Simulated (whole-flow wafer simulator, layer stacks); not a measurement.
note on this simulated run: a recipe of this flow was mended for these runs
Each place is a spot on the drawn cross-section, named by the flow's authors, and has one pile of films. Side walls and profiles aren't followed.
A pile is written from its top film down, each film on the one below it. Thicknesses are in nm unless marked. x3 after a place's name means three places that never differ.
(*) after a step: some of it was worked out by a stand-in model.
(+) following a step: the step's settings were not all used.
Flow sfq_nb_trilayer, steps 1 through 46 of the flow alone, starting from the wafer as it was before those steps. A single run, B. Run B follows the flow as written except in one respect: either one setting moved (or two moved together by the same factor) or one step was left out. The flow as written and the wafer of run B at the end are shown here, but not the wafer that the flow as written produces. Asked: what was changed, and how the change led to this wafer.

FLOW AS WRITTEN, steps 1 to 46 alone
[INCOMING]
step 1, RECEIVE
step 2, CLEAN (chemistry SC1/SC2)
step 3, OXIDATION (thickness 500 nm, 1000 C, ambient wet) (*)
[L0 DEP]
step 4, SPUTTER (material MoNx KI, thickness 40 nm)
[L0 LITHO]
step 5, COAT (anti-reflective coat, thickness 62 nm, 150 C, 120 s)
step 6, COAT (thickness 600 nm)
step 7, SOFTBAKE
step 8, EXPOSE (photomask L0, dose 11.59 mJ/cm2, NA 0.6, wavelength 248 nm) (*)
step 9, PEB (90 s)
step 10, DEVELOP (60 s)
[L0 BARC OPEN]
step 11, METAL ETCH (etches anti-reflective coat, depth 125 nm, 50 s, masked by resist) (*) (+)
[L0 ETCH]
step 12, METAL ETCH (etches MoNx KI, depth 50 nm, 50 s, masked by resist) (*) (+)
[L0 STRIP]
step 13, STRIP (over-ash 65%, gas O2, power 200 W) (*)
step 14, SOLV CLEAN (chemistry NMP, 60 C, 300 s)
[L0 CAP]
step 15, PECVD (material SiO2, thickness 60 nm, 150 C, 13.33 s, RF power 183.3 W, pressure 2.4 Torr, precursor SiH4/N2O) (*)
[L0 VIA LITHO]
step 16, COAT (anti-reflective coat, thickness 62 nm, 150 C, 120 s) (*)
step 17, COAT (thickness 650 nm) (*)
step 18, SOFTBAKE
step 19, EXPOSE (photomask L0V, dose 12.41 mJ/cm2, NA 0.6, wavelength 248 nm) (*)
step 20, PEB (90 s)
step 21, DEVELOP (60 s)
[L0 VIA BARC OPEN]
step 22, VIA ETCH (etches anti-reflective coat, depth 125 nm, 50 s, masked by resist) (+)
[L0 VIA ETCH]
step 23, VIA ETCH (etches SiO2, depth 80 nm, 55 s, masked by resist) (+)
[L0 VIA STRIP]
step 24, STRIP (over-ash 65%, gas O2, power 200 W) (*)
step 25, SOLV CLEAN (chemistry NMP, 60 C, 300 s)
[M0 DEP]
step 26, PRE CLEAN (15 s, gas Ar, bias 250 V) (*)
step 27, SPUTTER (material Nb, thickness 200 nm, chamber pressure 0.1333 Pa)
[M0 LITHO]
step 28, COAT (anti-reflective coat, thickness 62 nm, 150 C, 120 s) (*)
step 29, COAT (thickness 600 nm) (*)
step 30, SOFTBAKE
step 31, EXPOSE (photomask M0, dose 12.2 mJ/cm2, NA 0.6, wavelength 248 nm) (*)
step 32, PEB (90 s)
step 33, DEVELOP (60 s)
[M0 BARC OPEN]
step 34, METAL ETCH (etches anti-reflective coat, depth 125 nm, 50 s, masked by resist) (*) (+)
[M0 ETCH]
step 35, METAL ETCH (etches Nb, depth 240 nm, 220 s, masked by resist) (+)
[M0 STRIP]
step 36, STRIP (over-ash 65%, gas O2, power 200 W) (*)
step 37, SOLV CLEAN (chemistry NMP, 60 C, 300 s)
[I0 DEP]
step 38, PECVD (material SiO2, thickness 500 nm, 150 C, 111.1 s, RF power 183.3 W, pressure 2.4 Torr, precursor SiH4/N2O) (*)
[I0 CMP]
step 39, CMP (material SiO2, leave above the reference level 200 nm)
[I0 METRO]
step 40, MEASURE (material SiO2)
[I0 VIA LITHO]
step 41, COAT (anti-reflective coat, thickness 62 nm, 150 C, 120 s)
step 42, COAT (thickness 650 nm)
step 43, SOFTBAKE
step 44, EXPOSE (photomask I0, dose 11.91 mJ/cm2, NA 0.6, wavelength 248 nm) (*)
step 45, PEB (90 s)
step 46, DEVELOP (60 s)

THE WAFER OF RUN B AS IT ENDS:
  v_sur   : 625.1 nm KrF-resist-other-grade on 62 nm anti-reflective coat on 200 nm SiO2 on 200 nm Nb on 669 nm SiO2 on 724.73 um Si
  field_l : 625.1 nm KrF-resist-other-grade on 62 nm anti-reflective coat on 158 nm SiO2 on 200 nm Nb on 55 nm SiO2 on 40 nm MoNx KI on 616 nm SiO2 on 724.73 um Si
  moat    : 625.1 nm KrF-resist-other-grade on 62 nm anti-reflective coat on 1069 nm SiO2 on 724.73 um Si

The reason: step 3, OXIDATION: thickness 616 nm was run, though the flow has thickness 500 nm.
The wafer itself shows it: field_l has SiO2 616, and step 3 as written asks for 500 nm.

Step by step, how the change led to this:
  step 3, OXIDATION (thickness 500 nm, 1000 C, ambient wet) (*)
      field_l, v_sur, via_wl and 103 more: SiO2 gains 616 (new film), chemical SiO2 loses 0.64 (all of it), Si loses 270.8 (in the flow as written it would be: SiO2 gains 500 (new film), chemical SiO2 loses 0.64 (all of it), Si loses 219.7)
